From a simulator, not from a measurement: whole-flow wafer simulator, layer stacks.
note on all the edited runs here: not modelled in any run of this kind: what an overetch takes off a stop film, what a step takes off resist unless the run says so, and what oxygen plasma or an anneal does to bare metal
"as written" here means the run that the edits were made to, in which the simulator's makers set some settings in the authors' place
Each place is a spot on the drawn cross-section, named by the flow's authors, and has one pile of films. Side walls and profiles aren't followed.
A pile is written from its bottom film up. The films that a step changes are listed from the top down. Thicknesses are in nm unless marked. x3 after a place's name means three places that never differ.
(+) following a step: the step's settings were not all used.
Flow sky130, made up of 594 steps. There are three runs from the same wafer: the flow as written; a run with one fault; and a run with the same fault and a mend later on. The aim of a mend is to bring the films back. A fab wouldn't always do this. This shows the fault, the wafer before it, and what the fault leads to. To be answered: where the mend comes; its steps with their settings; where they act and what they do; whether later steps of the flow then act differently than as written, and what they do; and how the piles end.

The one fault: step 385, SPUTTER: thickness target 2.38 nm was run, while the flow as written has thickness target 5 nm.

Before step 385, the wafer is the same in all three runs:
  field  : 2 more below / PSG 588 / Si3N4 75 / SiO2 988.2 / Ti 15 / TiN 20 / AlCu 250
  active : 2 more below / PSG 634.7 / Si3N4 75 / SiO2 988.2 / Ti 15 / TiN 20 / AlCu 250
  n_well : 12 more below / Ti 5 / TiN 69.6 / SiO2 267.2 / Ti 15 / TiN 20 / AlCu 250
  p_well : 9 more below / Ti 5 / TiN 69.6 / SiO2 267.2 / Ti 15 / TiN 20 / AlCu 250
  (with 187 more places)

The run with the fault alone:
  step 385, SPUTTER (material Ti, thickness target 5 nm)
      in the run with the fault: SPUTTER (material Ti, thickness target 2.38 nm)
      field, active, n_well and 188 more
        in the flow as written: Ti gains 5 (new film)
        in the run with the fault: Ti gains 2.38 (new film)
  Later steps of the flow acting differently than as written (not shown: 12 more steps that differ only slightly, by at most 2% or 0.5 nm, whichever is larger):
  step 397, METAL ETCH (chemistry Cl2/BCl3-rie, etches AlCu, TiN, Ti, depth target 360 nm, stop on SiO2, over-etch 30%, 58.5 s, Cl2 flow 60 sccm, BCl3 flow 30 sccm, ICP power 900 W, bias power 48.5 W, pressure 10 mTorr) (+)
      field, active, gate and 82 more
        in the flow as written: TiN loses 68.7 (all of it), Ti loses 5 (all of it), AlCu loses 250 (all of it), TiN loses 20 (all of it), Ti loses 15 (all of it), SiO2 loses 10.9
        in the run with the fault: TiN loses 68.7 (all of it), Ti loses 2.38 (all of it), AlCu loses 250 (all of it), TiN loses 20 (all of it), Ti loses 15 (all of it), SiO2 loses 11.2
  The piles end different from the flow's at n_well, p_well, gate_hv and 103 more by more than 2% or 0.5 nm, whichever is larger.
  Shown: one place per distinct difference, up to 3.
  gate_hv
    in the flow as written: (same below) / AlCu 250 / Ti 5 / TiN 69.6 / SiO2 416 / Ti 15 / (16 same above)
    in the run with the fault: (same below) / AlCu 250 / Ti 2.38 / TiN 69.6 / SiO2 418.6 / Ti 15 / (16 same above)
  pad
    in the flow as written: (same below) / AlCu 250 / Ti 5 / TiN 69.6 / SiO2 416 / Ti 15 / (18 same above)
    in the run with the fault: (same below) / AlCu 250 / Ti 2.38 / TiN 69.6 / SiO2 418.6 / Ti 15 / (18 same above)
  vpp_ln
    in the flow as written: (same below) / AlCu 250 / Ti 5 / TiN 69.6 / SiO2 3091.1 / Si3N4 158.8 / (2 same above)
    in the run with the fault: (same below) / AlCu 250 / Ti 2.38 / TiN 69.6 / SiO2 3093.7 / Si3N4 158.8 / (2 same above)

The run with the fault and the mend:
  The mend stands after step 385.
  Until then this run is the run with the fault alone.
  step 385a, SPUTTER (material Ti, thickness target 2.62 nm) (the flow's step 385 again, with other settings)
      field, active, n_well and 188 more
        Ti gains 2.62
  None of the later steps of the flow acts differently than as written at any place that is followed.
  At every place that both follow, the piles at the end match the flow's.
